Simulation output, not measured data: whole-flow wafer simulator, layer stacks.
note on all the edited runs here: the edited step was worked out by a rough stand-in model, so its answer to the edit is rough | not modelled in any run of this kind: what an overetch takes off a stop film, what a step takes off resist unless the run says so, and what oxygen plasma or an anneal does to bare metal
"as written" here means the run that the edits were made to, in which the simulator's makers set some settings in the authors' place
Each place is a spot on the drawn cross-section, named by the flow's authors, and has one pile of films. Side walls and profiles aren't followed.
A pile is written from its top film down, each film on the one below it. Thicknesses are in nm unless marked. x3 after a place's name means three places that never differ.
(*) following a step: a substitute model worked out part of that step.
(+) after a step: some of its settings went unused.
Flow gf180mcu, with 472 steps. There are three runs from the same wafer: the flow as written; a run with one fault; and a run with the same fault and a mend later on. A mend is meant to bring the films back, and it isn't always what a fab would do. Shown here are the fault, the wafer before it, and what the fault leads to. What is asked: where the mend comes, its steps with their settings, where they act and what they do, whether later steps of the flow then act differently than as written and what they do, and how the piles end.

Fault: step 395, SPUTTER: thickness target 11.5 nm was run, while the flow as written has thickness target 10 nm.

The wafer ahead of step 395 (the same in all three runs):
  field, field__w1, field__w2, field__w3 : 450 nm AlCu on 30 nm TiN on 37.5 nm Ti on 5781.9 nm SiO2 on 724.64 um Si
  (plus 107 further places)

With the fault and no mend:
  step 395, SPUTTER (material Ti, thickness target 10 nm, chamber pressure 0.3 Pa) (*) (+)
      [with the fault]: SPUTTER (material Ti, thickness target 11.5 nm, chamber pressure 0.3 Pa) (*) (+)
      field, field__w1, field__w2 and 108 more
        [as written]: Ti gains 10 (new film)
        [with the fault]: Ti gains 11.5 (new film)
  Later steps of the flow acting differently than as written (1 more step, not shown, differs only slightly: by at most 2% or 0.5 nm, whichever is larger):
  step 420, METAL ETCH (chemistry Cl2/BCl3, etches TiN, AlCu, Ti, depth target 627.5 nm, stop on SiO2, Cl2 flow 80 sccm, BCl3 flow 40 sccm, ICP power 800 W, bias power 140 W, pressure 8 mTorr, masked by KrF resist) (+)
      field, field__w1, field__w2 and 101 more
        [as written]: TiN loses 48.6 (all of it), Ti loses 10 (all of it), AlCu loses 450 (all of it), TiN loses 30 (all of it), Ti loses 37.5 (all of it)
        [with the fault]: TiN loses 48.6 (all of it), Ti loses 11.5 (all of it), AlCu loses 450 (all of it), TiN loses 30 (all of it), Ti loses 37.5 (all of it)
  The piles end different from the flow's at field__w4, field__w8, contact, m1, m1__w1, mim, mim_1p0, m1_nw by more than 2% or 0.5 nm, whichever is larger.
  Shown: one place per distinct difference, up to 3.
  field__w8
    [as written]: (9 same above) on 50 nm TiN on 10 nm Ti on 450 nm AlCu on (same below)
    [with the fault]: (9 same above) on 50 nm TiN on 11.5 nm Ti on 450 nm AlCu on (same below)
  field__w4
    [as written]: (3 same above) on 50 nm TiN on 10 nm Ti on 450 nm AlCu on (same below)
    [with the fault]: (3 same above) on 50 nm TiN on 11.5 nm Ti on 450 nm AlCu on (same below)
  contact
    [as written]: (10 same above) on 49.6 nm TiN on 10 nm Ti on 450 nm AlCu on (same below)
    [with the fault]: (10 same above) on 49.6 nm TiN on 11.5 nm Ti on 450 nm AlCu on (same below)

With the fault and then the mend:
  The mend follows step 419.
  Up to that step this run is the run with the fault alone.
  step 420, METAL ETCH (chemistry Cl2/BCl3, etches TiN, AlCu, Ti, depth target 629 nm, stop on SiO2, Cl2 flow 80 sccm, BCl3 flow 40 sccm, ICP power 800 W, bias power 140 W, pressure 8 mTorr, masked by KrF resist) (+) (the flow's step 420, where the flow has depth target 627.5 nm)
      field, field__w1, field__w2 and 101 more
        TiN loses 48.6 (all of it), Ti loses 11.5 (all of it), AlCu loses 450 (all of it), TiN loses 30 (all of it), Ti loses 37.5 (all of it)
      field__w4, field__w8, contact, m1, m1__w1, mim, mim_1p0, m1_nw
        KrF resist loses 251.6
  Later steps of the flow that are run all act as written at every place that is followed, up to a difference of at most 2% or 0.5 nm, whichever is larger.
  The piles end different from the flow's at field__w4, field__w8, contact, m1, m1__w1, mim, mim_1p0, m1_nw by more than 2% or 0.5 nm, whichever is larger.
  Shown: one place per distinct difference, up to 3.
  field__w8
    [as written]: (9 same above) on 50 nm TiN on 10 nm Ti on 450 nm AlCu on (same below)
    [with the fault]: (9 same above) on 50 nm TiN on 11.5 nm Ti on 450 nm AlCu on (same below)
    [with the mend]: (9 same above) on 50 nm TiN on 11.5 nm Ti on 450 nm AlCu on (same below)
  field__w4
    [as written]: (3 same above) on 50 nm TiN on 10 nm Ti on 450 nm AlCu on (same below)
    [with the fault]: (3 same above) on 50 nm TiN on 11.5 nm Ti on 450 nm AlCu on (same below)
    [with the mend]: (3 same above) on 50 nm TiN on 11.5 nm Ti on 450 nm AlCu on (same below)
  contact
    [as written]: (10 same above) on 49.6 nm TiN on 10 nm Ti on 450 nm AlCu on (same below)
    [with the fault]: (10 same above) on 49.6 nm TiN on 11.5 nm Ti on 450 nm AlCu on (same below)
    [with the mend]: (10 same above) on 49.6 nm TiN on 11.5 nm Ti on 450 nm AlCu on (same below)
